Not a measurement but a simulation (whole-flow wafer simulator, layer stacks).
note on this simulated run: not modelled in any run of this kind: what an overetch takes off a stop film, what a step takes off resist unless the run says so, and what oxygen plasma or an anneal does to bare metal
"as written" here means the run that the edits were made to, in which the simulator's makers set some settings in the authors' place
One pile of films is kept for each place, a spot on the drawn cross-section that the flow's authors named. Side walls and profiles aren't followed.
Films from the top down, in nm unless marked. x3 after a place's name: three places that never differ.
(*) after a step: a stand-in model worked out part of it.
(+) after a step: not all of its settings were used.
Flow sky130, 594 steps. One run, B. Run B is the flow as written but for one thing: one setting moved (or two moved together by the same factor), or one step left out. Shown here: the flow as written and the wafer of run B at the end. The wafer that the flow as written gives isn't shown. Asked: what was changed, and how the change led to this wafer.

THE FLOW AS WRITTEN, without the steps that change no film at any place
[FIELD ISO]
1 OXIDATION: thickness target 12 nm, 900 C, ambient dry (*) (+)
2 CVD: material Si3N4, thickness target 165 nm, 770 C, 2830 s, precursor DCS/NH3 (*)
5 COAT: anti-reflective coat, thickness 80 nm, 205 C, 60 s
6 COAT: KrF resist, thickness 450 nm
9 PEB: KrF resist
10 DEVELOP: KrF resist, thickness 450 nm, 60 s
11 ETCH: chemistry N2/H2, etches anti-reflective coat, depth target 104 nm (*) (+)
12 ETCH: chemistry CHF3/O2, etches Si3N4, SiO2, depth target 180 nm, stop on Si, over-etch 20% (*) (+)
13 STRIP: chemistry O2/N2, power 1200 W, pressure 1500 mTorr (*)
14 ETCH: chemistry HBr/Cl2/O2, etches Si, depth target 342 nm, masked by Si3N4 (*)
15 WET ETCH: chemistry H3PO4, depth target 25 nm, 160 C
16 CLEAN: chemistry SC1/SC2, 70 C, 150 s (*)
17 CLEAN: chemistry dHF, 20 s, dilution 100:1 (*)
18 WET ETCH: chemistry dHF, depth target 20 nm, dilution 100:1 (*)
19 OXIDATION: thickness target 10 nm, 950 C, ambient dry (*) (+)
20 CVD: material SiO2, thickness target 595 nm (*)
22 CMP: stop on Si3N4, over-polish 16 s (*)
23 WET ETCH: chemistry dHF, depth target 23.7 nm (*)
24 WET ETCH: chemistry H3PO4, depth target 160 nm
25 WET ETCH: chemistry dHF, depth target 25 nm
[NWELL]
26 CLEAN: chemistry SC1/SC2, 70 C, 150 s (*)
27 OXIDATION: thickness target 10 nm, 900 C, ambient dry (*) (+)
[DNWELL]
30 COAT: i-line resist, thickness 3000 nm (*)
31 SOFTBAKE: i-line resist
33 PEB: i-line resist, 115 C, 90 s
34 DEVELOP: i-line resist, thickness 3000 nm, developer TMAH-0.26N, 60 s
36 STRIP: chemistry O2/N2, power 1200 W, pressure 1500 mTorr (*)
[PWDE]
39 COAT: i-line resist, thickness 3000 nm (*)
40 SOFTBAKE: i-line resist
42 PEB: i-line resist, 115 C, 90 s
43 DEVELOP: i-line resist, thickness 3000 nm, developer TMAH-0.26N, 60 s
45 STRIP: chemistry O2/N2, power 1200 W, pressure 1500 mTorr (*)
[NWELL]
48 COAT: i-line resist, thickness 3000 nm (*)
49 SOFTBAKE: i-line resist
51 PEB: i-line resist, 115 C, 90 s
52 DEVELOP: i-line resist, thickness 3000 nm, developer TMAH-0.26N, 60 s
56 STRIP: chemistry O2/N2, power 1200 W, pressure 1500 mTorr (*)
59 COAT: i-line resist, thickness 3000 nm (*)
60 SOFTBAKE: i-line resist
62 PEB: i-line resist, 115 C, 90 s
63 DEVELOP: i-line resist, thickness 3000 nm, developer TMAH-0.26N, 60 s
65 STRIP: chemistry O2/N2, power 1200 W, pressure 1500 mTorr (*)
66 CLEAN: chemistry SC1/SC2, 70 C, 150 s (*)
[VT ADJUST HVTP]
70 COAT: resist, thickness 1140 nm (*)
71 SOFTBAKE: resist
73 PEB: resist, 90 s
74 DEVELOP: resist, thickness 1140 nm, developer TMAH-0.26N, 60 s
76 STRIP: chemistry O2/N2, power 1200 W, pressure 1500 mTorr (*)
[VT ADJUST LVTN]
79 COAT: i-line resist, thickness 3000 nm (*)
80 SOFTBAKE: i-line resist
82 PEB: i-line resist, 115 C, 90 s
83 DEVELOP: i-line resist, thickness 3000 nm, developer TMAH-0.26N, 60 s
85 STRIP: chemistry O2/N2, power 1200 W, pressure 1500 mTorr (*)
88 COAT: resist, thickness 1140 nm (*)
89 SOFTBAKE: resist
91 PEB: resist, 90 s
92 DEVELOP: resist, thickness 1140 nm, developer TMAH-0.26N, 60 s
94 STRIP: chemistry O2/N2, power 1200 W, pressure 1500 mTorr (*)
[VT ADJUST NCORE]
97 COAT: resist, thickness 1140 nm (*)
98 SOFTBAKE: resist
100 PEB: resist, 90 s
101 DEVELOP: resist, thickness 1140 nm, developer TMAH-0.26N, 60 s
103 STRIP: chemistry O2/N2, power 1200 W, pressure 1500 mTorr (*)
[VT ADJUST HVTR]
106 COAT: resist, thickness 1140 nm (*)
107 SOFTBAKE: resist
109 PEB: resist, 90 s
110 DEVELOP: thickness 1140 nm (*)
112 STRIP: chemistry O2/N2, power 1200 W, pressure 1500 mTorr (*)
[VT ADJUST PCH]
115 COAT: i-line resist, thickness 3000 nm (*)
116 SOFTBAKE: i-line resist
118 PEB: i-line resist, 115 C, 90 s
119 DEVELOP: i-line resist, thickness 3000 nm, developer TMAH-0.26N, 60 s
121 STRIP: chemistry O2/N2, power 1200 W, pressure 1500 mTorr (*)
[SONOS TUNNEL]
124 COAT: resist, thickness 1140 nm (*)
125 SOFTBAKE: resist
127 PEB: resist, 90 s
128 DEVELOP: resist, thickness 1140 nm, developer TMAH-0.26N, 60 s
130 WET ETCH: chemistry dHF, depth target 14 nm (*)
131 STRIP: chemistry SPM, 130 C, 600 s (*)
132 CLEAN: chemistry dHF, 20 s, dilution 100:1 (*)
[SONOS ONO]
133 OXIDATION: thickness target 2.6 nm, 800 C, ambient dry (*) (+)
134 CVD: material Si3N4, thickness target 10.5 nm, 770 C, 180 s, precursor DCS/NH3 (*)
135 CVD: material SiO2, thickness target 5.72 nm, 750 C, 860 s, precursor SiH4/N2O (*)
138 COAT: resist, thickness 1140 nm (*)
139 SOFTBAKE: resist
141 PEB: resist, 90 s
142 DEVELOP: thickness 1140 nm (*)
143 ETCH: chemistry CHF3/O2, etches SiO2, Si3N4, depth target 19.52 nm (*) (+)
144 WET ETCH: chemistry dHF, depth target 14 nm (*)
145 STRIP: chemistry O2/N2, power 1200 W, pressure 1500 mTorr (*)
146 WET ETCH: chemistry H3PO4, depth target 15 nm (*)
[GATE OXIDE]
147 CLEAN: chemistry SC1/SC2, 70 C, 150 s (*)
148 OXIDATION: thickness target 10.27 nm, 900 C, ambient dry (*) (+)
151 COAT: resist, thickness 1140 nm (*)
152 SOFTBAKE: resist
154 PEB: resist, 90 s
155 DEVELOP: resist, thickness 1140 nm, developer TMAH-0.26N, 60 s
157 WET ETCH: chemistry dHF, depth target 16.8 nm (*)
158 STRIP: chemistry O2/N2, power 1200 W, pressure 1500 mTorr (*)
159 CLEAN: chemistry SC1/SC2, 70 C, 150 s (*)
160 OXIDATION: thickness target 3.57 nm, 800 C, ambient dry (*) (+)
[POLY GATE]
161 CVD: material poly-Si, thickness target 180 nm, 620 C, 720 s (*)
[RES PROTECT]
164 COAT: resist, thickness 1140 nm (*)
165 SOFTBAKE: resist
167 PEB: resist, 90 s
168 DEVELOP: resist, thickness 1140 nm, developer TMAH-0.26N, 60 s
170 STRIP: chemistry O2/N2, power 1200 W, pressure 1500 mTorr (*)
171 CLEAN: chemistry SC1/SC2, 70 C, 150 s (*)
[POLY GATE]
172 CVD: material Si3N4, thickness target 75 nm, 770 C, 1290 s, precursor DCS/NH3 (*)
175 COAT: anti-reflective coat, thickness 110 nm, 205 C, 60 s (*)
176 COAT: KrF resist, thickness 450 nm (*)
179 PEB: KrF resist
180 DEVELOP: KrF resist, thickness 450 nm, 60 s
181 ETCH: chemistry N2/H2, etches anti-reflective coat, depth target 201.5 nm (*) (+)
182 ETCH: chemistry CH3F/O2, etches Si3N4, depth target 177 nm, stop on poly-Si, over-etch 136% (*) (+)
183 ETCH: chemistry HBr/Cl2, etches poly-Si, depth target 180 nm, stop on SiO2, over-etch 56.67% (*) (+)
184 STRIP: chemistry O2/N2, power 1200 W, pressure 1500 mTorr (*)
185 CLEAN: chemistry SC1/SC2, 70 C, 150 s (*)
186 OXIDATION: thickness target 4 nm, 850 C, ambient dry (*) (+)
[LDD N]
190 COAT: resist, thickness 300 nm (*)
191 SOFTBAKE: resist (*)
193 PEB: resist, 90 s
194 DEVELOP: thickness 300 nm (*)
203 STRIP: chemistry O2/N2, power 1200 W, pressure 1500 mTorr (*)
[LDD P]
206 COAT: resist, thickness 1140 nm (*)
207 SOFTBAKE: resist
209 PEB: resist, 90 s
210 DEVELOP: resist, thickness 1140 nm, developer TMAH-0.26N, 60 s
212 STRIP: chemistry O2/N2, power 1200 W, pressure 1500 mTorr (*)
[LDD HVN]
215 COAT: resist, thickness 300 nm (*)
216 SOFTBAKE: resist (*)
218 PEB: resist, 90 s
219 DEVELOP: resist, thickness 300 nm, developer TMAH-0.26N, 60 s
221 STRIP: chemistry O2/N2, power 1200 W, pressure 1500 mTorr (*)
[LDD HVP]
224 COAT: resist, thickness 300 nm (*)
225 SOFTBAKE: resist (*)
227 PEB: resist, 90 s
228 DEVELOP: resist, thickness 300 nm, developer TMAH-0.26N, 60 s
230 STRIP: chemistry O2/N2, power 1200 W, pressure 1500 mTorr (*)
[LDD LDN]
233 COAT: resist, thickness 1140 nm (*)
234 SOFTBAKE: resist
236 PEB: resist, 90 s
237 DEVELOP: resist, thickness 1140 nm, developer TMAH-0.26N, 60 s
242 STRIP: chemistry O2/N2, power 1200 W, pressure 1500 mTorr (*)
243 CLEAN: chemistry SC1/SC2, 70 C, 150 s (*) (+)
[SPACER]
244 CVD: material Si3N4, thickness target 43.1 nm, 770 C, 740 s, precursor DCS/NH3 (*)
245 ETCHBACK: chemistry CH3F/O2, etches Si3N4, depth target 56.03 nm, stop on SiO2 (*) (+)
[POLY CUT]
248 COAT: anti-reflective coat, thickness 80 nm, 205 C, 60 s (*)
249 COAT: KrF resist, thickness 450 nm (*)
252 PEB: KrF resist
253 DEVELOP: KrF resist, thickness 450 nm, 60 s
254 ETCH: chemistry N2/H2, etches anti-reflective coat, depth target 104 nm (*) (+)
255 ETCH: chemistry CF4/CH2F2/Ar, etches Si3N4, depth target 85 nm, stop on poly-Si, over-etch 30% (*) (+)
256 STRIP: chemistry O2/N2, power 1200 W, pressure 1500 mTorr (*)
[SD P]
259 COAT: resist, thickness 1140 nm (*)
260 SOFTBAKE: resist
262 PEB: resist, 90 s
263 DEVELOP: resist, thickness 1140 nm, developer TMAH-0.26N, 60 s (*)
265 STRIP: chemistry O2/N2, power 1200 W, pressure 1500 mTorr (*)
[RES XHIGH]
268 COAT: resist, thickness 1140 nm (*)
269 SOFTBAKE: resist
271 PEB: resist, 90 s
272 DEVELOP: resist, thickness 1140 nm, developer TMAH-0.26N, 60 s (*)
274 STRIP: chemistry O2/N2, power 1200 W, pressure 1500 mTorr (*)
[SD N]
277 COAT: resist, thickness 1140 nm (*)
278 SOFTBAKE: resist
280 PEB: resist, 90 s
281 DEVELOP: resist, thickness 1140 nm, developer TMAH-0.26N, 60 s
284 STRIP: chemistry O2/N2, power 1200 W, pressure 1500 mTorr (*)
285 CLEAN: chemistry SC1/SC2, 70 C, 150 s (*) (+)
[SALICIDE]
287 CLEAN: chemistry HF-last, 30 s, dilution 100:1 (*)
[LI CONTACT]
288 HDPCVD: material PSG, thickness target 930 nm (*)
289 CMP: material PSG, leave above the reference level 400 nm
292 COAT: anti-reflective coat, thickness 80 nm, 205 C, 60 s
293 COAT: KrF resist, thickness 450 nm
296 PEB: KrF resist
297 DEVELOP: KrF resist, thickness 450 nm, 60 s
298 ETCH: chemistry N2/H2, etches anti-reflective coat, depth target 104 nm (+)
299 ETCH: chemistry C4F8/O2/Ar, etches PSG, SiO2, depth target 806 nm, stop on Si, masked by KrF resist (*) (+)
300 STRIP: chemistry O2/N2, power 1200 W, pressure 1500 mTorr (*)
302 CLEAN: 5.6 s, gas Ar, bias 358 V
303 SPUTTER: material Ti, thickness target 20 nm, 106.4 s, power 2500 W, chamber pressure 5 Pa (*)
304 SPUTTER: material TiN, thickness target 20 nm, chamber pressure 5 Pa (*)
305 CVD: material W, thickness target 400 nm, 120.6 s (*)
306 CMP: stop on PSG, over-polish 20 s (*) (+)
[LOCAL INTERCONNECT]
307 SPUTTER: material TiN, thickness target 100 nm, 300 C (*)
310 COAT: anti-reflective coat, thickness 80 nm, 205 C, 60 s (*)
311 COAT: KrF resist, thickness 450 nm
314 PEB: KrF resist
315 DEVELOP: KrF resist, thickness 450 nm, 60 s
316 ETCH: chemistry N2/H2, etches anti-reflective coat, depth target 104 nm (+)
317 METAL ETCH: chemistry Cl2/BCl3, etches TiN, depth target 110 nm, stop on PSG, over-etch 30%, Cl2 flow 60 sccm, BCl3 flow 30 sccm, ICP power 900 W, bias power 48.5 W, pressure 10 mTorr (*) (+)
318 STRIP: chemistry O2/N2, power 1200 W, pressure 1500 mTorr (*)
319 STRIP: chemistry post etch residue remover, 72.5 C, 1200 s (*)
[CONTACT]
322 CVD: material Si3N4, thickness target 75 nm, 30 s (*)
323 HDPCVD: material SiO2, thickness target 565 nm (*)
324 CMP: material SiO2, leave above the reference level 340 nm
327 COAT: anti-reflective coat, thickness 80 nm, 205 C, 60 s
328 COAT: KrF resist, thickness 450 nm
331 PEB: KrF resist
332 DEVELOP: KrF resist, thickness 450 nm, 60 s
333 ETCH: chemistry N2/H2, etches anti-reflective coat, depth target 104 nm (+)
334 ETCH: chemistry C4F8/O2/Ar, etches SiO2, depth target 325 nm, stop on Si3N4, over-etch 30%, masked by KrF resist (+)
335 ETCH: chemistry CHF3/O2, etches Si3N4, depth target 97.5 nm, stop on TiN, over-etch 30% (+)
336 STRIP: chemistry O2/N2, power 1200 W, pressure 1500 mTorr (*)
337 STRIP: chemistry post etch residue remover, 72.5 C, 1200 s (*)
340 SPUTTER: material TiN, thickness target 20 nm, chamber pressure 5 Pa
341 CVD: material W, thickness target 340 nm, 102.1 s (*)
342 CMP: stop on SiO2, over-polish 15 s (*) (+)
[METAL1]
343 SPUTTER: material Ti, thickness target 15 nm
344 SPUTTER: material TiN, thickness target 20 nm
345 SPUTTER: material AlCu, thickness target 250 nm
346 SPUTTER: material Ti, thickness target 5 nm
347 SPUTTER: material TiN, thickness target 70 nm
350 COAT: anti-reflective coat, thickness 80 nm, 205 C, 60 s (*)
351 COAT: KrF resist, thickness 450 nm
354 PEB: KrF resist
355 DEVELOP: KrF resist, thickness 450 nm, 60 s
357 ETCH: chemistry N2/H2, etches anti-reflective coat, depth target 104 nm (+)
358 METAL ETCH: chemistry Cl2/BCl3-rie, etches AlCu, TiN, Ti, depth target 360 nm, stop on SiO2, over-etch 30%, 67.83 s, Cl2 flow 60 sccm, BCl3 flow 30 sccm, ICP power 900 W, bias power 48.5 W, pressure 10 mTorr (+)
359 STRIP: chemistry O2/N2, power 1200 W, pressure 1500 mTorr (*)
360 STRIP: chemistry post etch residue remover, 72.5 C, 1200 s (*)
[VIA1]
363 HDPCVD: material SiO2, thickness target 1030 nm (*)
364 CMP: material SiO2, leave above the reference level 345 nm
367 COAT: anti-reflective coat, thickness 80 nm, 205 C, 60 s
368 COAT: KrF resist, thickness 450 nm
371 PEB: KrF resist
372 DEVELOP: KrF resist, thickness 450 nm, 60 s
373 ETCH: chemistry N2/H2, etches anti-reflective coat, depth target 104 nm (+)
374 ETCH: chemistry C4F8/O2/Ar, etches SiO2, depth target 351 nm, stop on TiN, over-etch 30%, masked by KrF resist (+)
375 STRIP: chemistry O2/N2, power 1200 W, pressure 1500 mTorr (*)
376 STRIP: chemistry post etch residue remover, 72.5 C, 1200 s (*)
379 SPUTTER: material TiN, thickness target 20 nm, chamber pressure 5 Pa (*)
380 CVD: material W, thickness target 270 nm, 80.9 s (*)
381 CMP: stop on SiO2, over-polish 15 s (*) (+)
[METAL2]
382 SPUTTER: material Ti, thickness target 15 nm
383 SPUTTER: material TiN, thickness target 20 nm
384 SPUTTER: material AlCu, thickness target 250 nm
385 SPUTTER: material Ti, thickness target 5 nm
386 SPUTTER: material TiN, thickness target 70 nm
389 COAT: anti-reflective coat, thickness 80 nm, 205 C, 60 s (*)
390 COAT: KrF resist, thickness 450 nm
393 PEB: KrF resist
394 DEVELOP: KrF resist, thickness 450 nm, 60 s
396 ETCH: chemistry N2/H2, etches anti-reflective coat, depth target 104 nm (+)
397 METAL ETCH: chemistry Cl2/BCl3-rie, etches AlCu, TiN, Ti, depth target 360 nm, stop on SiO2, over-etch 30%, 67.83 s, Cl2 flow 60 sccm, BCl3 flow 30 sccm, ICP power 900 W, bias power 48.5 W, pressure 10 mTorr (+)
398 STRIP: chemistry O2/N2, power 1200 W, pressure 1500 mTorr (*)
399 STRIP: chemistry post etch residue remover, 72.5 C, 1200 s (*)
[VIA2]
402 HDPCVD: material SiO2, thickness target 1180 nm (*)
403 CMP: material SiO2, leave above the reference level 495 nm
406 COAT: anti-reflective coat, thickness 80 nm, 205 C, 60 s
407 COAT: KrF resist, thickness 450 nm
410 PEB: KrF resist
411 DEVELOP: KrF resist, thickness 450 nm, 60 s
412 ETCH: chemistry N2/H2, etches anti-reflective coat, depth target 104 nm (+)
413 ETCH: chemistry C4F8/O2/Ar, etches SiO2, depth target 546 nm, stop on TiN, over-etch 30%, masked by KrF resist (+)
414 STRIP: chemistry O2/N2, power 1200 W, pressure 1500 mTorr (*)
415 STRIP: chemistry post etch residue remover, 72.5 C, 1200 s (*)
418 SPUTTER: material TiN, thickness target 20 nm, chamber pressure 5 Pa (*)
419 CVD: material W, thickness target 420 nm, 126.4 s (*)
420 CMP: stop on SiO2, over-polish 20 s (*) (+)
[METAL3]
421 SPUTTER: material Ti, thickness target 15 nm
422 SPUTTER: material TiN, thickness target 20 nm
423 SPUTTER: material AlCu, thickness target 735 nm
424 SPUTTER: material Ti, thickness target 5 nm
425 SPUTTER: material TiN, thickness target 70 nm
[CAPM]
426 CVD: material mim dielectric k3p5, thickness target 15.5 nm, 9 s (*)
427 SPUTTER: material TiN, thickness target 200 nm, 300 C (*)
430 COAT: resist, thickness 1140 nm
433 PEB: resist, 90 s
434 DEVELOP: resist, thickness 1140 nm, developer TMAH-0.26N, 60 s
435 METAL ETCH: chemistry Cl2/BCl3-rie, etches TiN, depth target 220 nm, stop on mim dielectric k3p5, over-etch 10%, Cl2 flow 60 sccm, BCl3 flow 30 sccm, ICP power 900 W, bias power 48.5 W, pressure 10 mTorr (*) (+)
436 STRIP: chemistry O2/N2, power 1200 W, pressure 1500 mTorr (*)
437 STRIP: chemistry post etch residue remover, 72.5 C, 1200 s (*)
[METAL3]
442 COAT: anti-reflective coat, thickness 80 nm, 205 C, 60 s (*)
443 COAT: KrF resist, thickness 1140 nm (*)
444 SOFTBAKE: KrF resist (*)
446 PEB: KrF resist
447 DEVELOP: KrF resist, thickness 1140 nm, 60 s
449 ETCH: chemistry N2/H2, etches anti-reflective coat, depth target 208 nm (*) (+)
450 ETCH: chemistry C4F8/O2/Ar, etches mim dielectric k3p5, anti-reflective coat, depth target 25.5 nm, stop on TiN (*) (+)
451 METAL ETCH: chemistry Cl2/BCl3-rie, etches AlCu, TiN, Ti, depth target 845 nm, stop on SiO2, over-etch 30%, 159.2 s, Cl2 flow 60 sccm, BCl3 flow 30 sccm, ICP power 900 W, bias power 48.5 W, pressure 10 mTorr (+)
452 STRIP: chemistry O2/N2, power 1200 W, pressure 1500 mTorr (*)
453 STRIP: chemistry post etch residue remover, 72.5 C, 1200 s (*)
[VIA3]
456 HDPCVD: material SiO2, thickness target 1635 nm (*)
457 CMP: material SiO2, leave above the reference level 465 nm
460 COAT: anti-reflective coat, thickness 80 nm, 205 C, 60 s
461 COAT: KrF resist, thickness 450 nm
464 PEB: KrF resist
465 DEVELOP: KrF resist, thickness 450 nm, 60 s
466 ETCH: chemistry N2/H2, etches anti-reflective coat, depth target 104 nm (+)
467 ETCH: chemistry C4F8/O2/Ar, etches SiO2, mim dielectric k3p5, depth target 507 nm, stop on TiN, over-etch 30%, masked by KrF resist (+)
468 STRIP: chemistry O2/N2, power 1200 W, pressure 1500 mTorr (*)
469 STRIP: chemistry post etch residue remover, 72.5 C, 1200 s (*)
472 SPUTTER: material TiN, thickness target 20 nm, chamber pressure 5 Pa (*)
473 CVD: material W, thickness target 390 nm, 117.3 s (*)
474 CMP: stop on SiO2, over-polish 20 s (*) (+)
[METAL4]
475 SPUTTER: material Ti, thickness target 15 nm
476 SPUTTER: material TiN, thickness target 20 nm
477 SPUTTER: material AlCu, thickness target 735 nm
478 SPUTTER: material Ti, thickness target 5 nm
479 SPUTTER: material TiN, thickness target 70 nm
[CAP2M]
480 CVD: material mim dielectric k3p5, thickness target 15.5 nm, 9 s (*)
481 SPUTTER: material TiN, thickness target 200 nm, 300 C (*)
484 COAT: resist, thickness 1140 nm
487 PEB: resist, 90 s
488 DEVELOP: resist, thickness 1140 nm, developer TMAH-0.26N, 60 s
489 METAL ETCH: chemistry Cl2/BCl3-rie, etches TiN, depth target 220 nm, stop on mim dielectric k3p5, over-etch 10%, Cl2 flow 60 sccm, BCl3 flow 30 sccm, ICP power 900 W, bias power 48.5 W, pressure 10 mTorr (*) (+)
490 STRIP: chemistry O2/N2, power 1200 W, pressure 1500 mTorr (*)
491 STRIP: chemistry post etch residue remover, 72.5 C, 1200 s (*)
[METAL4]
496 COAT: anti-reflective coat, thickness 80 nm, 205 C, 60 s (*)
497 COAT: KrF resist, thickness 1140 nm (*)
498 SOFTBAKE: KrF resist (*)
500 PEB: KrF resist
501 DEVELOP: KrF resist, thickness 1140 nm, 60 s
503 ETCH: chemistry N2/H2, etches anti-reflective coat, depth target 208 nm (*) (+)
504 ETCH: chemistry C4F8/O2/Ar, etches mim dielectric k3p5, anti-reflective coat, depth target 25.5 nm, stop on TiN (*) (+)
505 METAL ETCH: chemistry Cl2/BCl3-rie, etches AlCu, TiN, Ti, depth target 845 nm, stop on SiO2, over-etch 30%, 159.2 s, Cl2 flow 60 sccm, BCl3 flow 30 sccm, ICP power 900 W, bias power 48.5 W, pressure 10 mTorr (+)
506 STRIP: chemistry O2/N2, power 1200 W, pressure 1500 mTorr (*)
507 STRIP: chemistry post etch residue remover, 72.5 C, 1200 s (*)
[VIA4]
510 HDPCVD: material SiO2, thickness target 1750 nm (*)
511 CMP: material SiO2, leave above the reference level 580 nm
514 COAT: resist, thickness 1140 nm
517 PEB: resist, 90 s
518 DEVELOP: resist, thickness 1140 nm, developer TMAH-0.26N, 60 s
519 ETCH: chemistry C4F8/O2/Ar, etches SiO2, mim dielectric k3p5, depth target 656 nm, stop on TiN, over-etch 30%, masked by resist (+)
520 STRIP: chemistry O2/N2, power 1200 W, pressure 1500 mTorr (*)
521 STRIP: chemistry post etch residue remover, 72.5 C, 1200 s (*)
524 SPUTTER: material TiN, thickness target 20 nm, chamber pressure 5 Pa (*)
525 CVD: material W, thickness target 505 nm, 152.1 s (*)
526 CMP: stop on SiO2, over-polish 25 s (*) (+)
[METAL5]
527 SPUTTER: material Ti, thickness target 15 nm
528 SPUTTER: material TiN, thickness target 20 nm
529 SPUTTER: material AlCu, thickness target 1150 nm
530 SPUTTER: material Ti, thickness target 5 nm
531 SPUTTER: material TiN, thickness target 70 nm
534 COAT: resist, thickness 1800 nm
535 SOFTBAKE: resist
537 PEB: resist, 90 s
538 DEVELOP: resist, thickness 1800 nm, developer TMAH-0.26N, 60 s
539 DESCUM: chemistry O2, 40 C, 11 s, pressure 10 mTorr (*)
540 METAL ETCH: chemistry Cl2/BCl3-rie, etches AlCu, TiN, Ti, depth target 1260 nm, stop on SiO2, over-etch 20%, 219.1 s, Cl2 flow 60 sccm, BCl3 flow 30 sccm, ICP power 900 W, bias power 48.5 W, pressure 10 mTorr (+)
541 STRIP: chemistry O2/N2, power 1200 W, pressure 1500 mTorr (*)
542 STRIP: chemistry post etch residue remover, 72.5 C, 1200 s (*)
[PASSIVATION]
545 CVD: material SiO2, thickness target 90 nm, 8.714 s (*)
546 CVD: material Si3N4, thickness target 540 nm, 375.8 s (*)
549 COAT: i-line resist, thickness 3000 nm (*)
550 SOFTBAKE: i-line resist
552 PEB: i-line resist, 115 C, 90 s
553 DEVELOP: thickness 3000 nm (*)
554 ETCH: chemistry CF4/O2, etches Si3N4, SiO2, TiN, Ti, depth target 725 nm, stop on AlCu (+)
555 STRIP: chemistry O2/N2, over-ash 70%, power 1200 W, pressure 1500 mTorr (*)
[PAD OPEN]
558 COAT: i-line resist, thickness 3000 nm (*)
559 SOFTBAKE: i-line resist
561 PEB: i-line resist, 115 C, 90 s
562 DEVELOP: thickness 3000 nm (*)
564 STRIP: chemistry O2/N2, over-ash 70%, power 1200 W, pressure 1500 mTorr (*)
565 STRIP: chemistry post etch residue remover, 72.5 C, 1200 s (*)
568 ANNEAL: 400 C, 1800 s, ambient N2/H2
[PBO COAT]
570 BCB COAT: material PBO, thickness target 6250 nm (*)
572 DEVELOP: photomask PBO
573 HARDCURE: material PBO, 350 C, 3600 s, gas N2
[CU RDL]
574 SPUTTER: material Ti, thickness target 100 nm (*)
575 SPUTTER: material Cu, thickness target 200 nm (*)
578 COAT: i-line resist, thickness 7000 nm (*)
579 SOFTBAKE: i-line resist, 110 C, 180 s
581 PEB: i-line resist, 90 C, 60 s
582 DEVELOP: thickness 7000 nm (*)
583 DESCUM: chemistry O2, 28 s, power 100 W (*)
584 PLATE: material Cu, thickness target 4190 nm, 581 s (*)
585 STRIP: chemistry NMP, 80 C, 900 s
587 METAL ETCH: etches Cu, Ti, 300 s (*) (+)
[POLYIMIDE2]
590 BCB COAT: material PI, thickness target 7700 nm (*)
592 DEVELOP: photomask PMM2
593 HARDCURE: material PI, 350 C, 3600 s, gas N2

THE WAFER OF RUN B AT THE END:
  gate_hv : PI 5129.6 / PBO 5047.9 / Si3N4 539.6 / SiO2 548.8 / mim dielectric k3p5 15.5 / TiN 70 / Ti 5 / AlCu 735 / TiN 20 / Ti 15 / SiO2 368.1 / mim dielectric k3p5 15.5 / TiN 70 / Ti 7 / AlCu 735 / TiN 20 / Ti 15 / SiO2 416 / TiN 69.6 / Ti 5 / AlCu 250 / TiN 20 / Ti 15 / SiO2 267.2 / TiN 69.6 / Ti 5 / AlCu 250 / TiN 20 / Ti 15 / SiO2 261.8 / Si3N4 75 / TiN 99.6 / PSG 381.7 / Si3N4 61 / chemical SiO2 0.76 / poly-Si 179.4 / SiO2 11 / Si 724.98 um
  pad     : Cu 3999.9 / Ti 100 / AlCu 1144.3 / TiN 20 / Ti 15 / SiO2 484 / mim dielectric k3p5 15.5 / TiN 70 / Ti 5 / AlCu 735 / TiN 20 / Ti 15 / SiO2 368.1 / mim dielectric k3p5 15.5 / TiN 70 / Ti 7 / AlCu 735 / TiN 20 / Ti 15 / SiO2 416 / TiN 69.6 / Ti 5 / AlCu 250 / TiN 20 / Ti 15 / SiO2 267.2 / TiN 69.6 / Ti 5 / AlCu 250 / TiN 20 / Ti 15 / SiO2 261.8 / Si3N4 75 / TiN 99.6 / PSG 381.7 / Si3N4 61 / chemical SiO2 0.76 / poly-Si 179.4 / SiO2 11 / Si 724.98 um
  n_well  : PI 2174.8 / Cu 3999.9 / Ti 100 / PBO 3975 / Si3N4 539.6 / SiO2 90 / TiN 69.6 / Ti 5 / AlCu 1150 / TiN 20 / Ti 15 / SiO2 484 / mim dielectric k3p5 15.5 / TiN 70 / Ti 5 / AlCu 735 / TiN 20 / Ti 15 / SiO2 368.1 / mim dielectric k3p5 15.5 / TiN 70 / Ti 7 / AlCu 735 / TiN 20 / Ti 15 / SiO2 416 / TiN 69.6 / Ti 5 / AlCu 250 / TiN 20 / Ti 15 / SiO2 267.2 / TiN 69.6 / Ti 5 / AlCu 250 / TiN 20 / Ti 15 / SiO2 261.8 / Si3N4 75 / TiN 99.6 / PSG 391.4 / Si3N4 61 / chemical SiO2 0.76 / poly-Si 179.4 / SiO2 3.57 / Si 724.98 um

The cause: step 424, SPUTTER: thickness target 7 nm was run, where the flow has thickness target 5 nm.
It can be read off the wafer: gate_hv has Ti 7, and step 424 as written asks for 5 nm.

How the change led to this, step by step:
  424 SPUTTER: material Ti, thickness target 5 nm
      field, active, n_well and 188 more: Ti +7 (new film) (as written it would be: Ti +5 (new film))
  451 METAL ETCH: chemistry Cl2/BCl3-rie, etches AlCu, TiN, Ti, depth target 845 nm, stop on SiO2, over-etch 30%, 159.2 s, Cl2 flow 60 sccm, BCl3 flow 30 sccm, ICP power 900 W, bias power 48.5 W, pressure 10 mTorr (+)
      field, active, gate and 62 more: TiN -70 (all of it), Ti -7 (all of it), AlCu -735 (all of it), TiN -20 (all of it), Ti -15 (all of it), SiO2 -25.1 (as written it would be: TiN -70 (all of it), Ti -5 (all of it), AlCu -735 (all of it), TiN -20 (all of it), Ti -15 (all of it), SiO2 -25.4)
      vpp_ln, vpp_iso2, ndiff_ln, ndiff_cd, via1_hole, via1_enc, via_li1, m2_ln_cd: TiN -70 (all of it), Ti -7 (all of it), AlCu -735 (all of it), TiN -20 (all of it), Ti -15 (all of it), SiO2 -25.1 (as written it would be: TiN -70 (all of it), Ti -5 (all of it), AlCu -735 (all of it), TiN -20 (all of it), Ti -15 (all of it), SiO2 -25.3)
      (and at 12 more places)
